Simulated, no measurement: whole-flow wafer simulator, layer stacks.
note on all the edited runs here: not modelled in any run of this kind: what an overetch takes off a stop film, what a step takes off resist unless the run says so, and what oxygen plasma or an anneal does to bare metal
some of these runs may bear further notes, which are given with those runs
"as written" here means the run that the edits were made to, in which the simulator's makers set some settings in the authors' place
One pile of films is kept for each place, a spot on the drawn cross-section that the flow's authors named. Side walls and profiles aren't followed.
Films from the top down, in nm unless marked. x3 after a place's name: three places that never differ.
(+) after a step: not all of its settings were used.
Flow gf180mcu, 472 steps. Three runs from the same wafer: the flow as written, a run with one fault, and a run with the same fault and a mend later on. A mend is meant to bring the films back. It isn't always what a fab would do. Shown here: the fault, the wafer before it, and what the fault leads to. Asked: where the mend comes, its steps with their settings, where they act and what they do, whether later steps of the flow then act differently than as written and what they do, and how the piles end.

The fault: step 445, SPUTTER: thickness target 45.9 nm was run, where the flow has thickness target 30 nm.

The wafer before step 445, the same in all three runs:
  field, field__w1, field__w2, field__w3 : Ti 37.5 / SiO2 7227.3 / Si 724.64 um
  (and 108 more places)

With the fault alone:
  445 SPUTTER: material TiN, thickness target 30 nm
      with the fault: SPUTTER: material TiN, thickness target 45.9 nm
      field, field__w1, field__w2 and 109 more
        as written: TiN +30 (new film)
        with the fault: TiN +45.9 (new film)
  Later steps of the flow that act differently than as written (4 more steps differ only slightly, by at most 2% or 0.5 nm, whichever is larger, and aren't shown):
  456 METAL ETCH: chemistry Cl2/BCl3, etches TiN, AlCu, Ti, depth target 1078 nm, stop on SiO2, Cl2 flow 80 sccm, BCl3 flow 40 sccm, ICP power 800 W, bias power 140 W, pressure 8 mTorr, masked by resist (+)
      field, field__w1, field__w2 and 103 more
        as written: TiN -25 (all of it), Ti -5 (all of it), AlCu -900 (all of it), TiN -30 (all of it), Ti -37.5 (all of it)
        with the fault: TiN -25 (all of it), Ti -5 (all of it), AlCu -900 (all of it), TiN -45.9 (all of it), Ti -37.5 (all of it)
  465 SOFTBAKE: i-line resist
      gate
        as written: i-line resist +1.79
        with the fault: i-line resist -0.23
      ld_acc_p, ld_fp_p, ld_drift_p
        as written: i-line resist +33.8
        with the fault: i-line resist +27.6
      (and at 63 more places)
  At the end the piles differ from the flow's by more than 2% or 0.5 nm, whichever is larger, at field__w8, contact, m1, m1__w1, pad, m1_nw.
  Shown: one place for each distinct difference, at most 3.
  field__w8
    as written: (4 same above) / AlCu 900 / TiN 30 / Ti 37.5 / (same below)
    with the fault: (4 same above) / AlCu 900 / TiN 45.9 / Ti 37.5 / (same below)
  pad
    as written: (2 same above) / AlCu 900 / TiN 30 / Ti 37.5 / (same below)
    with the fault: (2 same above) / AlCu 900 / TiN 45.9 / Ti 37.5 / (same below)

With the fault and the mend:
  The mend comes after step 445.
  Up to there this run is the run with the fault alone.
  445a METAL ETCH: chemistry Cl2/BCl3, etches TiN, AlCu, Ti, depth target 15.9 nm, Cl2 flow 80 sccm, BCl3 flow 40 sccm, ICP power 800 W, bias power 140 W, pressure 8 mTorr (the flow's step 260 once more, with other settings)
      field, field__w1, field__w2 and 109 more
        TiN -15.9
  No later step of the flow acts differently than as written at any place that is followed.
  At the end the piles are the same as the flow's at every place that both follow.
